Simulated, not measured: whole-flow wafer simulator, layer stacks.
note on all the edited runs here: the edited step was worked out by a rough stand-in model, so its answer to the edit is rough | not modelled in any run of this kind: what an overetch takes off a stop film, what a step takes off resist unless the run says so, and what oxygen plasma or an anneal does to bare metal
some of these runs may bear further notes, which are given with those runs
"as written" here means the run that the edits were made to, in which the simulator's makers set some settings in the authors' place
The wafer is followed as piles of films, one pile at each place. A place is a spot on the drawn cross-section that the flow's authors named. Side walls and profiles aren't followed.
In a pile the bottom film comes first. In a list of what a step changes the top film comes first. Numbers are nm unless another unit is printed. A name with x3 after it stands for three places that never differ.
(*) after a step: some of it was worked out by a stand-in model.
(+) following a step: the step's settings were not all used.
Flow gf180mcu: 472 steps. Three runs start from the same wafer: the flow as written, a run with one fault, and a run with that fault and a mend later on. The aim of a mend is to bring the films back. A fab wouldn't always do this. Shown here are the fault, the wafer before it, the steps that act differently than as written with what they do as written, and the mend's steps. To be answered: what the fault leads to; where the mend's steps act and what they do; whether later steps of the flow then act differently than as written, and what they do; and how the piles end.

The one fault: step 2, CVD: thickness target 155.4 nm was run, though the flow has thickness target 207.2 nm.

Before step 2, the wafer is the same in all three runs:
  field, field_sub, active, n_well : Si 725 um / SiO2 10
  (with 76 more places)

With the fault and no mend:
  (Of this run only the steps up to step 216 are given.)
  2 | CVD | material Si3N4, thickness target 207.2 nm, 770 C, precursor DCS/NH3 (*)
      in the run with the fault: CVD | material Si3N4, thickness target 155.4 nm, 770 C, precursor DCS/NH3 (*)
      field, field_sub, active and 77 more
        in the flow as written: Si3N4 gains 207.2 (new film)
        in the run with the fault: Si3N4 gains 155.4 (new film)
  Steps later in the flow that act otherwise than as written (not shown: 30 more steps that differ only slightly, by at most 2% or 0.5 nm, whichever is larger):
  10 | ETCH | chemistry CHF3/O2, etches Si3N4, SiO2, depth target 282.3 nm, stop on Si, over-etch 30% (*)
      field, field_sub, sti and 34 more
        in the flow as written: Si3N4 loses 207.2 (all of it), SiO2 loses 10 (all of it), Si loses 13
        in the run with the fault: Si3N4 loses 155.4 (all of it), SiO2 loses 10 (all of it), Si loses 23.4
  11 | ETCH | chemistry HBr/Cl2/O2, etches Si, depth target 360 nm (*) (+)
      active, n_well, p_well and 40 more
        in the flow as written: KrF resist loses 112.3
        in the run with the fault: KrF resist loses 108.9
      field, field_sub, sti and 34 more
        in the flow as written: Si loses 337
        in the run with the fault: Si loses 326.6
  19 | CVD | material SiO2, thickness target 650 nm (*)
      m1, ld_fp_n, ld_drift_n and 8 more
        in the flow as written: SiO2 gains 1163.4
        in the run with the fault: SiO2 gains 1111.6
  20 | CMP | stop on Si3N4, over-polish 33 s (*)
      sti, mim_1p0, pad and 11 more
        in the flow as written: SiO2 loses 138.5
        in the run with the fault: SiO2 loses 190.3
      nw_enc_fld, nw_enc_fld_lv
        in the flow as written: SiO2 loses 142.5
        in the run with the fault: SiO2 loses 194.3
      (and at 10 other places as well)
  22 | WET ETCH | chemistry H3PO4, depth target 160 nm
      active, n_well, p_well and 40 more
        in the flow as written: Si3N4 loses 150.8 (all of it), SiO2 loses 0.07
        in the run with the fault: Si3N4 loses 99 (all of it), SiO2 loses 0.48
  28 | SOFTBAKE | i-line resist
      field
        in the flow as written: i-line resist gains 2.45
        in the run with the fault: i-line resist loses 1.26
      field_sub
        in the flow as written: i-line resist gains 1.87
        in the run with the fault: i-line resist loses 1
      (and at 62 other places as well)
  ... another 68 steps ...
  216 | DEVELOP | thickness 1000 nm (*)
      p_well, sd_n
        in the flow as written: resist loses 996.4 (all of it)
        in the run with the fault: resist loses 945.4 (all of it)
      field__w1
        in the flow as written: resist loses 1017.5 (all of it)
        in the run with the fault: resist loses 1041.6 (all of it)
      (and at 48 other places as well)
  The piles after step 216 differ from the flow's at field, field__w1, field__w2 and 68 more by more than 2% or 0.5 nm, whichever is larger.
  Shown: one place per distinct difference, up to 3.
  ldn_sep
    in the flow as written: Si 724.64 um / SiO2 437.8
    in the run with the fault: Si 724.64 um / SiO2 386.4
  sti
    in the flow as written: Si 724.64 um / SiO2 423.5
    in the run with the fault: Si 724.64 um / SiO2 372.1
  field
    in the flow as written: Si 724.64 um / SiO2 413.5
    in the run with the fault: Si 724.64 um / SiO2 362.1

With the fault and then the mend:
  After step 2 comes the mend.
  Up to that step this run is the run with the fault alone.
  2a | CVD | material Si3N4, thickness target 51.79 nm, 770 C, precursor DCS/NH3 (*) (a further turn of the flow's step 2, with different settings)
      field, field_sub, active and 77 more
        Si3N4 gains 51.8
  Later steps of the flow that are run all act as written at every place that is followed.
  At every place that both follow, the piles at the end match the flow's.
